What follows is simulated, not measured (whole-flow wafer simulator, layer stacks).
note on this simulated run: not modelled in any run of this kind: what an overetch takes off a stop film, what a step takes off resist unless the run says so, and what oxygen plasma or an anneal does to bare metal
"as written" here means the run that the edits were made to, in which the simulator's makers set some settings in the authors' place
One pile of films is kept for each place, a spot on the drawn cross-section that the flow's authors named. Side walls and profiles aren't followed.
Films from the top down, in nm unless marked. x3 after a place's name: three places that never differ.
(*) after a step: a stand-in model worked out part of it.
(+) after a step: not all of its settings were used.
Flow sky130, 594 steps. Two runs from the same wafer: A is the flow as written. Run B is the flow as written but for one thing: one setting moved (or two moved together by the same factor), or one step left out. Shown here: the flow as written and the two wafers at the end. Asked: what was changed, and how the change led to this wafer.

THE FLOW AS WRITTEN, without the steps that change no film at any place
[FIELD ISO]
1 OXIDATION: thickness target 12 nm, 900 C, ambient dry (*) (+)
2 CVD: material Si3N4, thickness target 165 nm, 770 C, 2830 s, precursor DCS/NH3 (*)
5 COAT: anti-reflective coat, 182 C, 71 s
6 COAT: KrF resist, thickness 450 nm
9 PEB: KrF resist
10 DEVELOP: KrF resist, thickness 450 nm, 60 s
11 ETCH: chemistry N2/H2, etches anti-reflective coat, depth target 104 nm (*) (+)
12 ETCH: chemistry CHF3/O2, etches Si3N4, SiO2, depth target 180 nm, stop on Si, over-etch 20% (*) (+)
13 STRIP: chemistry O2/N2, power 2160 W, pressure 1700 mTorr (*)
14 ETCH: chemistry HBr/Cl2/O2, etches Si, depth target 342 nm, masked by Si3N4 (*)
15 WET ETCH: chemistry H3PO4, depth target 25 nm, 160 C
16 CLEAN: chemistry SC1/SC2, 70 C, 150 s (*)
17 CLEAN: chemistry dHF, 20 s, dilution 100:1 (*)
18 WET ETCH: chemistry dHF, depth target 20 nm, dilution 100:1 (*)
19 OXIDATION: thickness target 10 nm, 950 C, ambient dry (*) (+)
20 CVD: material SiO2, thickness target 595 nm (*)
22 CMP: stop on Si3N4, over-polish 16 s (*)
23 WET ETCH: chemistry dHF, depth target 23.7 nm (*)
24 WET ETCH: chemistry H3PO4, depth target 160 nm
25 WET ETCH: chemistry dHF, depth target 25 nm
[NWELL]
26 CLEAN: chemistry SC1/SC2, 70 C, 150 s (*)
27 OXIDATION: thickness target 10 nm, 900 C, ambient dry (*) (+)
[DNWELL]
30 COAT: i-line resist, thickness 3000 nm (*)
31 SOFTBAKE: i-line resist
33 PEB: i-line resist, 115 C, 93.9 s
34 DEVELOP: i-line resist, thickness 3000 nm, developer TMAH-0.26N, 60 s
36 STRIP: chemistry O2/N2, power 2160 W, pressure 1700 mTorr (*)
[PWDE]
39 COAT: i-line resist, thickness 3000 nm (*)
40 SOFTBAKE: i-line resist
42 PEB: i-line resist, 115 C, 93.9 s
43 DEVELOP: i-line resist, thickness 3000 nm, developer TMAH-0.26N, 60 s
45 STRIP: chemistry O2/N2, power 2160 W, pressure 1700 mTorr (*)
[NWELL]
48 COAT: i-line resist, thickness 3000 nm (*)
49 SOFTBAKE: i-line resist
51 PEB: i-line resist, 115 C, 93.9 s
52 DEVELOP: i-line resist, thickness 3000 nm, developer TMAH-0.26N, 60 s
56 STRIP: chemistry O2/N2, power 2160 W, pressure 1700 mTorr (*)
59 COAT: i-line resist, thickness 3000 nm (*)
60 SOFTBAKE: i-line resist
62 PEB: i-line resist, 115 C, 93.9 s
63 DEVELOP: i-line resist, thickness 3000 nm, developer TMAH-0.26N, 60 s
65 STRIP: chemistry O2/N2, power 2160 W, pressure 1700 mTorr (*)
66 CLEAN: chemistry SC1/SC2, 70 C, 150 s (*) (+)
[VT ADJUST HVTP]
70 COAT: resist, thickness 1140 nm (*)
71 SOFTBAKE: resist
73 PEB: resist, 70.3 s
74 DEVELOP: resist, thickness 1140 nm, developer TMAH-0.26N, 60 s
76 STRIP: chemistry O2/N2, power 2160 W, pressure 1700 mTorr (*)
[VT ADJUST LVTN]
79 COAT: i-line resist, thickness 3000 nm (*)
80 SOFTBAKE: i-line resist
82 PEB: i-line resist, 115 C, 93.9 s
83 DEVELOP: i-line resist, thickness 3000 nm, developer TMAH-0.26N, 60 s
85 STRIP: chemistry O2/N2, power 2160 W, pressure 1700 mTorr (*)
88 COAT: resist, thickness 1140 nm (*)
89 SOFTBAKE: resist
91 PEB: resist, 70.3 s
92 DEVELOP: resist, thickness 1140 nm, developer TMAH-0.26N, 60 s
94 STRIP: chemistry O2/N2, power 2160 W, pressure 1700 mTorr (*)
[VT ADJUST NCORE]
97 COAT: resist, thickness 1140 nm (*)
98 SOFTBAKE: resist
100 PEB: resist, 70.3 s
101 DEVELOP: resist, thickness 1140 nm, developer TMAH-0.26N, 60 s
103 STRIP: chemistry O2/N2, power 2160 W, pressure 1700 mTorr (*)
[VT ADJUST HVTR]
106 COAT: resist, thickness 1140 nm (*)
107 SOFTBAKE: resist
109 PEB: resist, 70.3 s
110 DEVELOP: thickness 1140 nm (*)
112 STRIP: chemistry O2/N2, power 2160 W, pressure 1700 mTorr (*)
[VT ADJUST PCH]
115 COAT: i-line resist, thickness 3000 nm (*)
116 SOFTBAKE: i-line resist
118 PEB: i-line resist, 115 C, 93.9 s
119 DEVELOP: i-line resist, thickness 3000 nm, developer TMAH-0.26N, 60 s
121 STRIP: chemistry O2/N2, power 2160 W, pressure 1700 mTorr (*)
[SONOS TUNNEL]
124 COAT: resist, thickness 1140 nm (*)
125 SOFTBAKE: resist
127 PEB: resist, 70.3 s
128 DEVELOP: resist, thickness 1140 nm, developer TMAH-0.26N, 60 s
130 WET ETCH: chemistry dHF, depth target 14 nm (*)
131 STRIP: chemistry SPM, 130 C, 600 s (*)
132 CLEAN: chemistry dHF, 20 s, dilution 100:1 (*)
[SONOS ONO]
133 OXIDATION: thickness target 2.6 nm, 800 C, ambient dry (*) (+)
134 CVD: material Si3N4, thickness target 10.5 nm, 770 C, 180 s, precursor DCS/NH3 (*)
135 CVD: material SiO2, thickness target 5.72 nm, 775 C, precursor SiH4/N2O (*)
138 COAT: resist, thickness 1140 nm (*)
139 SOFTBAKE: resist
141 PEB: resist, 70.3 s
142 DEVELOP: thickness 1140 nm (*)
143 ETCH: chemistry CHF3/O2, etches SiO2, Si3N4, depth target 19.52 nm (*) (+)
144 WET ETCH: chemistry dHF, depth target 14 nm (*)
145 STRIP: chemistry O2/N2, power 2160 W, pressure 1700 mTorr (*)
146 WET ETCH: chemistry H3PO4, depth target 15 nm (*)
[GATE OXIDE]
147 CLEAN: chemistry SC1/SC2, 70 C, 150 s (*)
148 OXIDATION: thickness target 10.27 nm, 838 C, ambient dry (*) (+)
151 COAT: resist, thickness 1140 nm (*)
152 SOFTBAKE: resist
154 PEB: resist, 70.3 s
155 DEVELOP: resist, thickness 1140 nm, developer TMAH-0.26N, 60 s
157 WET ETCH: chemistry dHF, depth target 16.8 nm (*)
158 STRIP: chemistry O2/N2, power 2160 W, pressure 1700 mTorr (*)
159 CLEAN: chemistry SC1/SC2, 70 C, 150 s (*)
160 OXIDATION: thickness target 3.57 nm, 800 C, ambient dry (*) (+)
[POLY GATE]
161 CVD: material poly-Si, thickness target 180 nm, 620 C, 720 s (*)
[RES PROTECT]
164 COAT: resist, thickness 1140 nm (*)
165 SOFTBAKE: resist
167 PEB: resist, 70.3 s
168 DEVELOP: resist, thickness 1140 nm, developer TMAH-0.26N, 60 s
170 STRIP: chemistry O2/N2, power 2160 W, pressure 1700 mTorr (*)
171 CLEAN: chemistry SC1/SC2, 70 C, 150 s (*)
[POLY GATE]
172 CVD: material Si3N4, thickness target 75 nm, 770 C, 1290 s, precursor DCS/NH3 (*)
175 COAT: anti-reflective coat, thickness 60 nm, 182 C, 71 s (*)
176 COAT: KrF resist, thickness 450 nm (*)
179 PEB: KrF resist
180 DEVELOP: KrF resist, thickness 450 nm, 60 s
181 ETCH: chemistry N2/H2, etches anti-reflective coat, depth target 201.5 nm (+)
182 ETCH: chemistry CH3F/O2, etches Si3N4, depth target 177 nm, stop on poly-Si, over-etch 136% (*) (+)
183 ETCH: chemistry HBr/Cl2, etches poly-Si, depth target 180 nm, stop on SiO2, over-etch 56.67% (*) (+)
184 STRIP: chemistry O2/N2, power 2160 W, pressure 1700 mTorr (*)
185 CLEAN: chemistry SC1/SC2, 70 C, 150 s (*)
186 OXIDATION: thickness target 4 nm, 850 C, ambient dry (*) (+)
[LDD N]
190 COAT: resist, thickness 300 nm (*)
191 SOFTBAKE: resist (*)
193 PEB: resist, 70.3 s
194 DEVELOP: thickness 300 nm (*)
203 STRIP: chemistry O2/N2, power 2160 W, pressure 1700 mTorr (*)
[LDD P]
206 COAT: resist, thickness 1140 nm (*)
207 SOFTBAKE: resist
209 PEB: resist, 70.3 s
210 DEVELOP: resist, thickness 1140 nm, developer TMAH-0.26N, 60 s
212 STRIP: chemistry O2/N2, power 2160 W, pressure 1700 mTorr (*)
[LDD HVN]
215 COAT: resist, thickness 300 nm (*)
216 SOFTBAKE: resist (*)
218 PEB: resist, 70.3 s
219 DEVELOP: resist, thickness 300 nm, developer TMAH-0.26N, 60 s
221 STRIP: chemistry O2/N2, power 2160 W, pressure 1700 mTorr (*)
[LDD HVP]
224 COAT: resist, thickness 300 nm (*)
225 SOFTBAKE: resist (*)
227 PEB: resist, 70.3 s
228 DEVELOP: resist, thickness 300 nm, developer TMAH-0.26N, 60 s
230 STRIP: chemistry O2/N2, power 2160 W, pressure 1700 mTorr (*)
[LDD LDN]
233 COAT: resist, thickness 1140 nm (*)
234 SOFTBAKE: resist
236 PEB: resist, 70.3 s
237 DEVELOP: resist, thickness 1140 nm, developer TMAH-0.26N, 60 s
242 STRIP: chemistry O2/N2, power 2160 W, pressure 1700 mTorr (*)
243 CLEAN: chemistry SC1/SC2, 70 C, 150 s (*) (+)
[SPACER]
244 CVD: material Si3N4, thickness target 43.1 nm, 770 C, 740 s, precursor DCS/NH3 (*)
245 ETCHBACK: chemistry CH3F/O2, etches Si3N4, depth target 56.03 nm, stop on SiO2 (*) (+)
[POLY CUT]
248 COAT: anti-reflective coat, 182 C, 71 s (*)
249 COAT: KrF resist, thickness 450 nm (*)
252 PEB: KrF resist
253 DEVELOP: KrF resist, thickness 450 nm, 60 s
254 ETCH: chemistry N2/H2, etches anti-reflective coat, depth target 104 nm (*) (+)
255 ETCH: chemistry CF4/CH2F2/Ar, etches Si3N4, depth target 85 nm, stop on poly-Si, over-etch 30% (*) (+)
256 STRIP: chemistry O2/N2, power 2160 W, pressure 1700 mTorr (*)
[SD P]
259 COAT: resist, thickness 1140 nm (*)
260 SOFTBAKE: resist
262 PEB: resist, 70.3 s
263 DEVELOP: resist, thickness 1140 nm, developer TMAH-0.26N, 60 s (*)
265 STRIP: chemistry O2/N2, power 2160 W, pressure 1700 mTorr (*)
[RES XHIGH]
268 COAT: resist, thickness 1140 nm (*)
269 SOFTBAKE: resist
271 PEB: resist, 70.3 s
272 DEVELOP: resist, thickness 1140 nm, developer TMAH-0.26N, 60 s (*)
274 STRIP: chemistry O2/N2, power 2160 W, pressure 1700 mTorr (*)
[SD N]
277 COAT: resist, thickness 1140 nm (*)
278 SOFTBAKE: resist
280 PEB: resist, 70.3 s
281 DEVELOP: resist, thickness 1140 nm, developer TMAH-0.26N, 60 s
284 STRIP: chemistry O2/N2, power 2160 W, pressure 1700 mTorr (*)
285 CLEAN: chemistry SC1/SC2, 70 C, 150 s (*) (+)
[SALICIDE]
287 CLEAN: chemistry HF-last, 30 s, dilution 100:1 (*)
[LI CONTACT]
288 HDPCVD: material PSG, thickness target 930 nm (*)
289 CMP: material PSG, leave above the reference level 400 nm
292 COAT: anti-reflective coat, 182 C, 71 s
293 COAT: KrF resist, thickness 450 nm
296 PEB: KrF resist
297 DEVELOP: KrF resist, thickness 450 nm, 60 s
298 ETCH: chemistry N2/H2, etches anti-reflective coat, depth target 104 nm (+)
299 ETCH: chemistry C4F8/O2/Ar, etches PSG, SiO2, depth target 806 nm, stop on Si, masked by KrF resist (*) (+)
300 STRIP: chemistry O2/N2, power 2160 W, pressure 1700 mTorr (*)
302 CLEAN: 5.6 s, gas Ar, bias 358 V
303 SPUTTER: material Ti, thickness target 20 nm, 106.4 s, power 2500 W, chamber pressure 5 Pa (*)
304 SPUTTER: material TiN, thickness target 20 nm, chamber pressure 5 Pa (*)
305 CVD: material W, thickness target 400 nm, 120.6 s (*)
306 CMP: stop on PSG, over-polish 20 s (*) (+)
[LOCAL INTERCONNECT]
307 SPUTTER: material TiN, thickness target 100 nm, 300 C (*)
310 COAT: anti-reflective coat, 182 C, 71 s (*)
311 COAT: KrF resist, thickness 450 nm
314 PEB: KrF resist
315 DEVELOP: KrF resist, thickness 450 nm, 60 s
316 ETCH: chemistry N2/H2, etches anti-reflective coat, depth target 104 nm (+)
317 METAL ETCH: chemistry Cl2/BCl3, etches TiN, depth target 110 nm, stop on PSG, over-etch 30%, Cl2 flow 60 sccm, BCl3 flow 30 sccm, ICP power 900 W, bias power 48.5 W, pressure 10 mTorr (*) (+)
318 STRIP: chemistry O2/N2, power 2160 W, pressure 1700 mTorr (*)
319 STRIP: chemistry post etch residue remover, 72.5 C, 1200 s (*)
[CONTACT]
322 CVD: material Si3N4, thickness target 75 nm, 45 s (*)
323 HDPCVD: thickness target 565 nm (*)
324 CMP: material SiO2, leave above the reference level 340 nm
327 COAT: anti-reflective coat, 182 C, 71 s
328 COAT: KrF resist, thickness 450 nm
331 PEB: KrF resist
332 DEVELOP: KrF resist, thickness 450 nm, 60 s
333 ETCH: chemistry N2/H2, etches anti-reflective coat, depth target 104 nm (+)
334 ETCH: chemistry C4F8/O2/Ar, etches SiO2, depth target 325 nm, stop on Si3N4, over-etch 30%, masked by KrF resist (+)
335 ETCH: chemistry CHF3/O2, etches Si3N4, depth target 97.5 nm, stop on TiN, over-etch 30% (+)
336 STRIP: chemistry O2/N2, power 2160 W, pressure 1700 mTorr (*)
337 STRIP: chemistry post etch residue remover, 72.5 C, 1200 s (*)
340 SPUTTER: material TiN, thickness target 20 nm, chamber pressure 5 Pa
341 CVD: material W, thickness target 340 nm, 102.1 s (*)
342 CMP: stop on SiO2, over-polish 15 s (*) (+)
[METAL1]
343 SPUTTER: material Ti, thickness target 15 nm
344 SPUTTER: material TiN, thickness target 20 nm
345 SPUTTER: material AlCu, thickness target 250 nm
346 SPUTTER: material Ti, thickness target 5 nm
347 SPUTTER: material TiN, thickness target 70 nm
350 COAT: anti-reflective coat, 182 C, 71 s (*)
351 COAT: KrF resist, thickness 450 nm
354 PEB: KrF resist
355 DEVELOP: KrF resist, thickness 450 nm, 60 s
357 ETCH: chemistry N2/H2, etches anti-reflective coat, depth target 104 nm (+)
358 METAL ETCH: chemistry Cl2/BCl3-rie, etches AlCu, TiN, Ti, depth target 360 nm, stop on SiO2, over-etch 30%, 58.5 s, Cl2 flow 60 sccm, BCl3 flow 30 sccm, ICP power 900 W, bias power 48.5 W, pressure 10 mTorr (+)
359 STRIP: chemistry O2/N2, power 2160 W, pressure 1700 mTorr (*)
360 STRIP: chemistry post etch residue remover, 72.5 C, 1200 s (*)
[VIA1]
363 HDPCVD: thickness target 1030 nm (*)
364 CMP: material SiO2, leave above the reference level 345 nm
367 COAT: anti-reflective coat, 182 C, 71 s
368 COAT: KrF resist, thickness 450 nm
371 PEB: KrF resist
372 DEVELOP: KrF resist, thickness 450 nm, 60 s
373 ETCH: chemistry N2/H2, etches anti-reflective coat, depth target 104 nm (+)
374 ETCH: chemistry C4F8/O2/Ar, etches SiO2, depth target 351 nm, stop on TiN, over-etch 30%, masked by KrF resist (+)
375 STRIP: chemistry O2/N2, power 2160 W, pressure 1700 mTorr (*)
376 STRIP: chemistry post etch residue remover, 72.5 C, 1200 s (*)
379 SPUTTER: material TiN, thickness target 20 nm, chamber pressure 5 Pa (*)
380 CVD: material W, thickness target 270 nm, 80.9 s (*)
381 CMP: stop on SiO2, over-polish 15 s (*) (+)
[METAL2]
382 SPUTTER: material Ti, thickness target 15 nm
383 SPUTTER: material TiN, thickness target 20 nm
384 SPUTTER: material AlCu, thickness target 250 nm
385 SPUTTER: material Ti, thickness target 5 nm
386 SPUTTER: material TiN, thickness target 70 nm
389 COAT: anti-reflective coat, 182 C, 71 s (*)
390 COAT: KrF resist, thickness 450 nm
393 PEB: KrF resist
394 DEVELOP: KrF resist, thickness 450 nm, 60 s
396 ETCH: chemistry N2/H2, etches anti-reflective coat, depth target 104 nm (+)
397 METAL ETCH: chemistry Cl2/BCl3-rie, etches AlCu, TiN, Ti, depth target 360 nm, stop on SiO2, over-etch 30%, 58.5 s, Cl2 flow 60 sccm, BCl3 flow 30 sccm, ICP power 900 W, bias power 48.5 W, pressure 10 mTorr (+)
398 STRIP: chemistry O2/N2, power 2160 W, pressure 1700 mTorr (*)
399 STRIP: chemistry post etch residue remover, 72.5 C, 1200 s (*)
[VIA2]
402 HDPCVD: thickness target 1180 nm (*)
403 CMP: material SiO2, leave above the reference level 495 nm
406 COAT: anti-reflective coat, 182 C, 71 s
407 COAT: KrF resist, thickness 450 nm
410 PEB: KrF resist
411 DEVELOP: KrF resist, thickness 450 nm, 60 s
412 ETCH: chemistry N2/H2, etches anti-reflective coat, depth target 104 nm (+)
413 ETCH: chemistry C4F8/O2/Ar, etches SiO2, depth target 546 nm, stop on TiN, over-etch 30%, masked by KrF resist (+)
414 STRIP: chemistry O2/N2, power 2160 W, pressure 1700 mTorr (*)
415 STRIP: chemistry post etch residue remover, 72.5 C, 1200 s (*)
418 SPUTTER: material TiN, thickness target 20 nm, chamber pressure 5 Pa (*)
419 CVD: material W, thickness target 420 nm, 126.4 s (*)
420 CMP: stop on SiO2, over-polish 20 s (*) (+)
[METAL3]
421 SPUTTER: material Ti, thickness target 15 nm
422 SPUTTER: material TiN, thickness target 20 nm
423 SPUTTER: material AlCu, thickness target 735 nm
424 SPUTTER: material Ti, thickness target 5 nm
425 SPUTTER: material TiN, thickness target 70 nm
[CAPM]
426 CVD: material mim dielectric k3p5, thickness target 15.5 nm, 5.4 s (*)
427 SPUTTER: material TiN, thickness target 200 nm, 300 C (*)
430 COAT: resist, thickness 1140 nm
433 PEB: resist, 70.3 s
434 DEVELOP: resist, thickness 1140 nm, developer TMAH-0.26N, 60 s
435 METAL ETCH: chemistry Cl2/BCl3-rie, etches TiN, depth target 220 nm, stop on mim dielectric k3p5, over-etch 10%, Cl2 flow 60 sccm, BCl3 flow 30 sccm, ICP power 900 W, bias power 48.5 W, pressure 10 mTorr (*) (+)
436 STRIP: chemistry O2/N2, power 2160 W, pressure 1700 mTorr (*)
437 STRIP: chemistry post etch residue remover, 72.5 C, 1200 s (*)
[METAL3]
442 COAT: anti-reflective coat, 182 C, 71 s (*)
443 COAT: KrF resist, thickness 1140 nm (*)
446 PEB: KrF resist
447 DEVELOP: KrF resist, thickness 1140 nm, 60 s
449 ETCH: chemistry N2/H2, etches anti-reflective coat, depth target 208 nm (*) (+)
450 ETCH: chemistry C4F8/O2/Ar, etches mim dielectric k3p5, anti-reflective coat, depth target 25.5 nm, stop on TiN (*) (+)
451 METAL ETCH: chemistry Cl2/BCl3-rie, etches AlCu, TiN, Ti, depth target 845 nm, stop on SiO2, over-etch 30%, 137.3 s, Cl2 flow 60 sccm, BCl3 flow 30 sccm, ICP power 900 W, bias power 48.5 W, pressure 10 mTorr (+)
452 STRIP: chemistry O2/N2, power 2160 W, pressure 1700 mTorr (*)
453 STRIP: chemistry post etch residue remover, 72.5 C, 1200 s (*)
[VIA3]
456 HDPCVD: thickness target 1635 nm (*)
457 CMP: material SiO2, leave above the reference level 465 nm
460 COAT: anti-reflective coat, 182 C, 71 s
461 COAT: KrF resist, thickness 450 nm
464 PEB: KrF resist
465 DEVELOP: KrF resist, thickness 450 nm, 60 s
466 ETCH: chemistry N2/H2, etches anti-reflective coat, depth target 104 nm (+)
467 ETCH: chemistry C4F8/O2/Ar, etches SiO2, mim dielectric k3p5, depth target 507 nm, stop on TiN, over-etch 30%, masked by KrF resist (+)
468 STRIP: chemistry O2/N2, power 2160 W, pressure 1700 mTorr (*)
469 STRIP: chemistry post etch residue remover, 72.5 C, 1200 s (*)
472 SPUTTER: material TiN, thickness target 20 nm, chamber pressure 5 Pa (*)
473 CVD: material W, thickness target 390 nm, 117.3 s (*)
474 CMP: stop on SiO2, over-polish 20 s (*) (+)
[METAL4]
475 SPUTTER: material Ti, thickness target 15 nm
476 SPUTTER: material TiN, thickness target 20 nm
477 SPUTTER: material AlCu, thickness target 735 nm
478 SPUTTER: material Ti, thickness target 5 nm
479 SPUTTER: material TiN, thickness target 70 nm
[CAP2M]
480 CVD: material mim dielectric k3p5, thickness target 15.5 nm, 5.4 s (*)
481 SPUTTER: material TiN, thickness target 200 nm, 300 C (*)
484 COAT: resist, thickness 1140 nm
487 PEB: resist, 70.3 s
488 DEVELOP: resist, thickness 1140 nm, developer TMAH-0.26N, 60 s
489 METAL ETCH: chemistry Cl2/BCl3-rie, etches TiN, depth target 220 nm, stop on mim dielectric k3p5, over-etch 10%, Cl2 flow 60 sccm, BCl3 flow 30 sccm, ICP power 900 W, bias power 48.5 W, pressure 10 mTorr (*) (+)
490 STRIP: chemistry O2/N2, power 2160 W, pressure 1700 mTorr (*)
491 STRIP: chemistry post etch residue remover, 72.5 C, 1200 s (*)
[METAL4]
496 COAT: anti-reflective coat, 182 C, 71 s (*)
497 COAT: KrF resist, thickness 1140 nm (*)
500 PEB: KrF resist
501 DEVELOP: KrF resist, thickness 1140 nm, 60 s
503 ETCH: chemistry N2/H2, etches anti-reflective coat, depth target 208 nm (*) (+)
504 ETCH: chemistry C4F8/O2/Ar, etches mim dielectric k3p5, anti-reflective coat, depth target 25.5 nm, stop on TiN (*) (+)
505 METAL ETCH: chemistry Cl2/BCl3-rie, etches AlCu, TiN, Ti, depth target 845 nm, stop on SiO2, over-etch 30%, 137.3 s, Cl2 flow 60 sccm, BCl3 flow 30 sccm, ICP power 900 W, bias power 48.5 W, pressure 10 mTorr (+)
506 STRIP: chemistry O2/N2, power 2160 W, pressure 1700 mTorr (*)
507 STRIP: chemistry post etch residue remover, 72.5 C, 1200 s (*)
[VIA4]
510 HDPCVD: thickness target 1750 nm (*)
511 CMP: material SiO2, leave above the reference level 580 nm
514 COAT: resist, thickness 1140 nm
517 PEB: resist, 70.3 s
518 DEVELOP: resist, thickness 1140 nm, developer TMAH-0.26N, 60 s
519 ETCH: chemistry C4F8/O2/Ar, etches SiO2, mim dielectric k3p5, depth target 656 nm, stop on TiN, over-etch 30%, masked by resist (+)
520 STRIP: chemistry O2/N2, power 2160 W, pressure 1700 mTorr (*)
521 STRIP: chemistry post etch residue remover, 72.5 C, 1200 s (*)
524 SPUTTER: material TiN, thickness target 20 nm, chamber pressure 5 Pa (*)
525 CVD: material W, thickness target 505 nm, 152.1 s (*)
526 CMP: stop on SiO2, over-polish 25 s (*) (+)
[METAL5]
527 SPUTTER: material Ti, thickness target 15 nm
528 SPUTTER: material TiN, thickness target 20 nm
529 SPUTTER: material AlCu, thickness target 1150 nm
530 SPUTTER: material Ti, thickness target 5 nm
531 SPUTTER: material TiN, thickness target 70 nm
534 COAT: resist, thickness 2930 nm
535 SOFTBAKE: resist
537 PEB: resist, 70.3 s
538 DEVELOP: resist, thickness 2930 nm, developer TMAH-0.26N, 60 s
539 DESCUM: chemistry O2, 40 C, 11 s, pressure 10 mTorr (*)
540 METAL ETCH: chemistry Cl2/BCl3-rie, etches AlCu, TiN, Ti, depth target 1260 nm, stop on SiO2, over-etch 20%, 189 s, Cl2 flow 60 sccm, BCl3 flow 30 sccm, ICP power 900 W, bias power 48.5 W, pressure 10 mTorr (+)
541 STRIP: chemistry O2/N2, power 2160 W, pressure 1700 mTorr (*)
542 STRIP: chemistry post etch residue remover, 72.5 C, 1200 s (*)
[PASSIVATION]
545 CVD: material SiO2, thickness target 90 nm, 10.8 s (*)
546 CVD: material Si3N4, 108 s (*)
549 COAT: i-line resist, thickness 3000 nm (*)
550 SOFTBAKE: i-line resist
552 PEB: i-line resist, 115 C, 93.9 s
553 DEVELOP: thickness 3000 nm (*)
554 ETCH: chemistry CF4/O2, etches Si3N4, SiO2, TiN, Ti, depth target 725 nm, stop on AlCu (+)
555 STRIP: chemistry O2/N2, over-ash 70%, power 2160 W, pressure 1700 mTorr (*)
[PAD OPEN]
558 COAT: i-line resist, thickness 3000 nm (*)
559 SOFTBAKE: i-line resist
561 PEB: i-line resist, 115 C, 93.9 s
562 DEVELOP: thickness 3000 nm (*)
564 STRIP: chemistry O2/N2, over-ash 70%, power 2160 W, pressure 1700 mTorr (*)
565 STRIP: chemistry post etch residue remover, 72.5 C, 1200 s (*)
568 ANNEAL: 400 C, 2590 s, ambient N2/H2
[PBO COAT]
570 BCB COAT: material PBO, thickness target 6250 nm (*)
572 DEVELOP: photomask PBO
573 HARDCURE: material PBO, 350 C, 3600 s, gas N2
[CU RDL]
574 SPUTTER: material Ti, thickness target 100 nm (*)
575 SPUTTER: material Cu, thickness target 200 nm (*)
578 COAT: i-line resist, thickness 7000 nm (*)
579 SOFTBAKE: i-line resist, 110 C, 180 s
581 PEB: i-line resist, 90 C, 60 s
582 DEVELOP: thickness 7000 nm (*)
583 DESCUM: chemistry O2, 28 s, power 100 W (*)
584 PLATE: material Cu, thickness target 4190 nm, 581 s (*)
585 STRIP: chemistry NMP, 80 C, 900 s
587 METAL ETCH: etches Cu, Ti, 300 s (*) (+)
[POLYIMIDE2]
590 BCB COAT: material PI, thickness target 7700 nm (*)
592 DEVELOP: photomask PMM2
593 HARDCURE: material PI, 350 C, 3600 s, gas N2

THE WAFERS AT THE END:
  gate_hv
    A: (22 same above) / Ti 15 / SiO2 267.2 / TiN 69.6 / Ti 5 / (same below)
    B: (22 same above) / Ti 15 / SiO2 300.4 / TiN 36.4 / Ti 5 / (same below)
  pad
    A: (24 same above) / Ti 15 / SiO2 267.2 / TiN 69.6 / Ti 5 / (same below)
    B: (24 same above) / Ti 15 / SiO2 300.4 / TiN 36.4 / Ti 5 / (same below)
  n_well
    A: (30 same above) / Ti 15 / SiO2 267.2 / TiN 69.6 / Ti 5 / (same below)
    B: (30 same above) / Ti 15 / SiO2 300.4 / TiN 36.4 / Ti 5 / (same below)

The cause: step 347, SPUTTER: thickness target 36.8 nm was run, where the flow has thickness target 70 nm.

How the change led to this, step by step:
  347 SPUTTER: material TiN, thickness target 70 nm
      field, active, n_well and 188 more: A TiN +70 (new film) | B TiN +36.8 (new film)
  358 METAL ETCH: chemistry Cl2/BCl3-rie, etches AlCu, TiN, Ti, depth target 360 nm, stop on SiO2, over-etch 30%, 58.5 s, Cl2 flow 60 sccm, BCl3 flow 30 sccm, ICP power 900 W, bias power 48.5 W, pressure 10 mTorr (+)
      field, active, gate and 81 more: A TiN -68.7 (all of it), Ti -5 (all of it), AlCu -250 (all of it), TiN -20 (all of it), Ti -15 (all of it), SiO2 -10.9 | B TiN -35.5 (all of it), Ti -5 (all of it), AlCu -250 (all of it), TiN -20 (all of it), Ti -15 (all of it), SiO2 -14.3
  364 CMP: material SiO2, leave above the reference level 345 nm
      n_well, p_well, gate_hv and 100 more: A SiO2 -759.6 | B SiO2 -726.4
      poly_licon, ndiff_licon, ndiff_licon_cpp, rpo_hd_licon: A SiO2 -759 | B SiO2 -725.8
  374 ETCH: chemistry C4F8/O2/Ar, etches SiO2, depth target 351 nm, stop on TiN, over-etch 30%, masked by KrF resist (+)
      m1, via1_hole: A SiO2 -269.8 (all of it) | B SiO2 -303 (all of it)
  379 SPUTTER: material TiN, thickness target 20 nm, chamber pressure 5 Pa (*)
      m1: A TiN +11 | B TiN +10.4
      via1_hole: A TiN +10.9 | B TiN +10.3
  380 CVD: material W, thickness target 270 nm, 80.9 s (*)
      m1, via1_hole: A W +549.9 (new film) | B W +583.7 (new film)
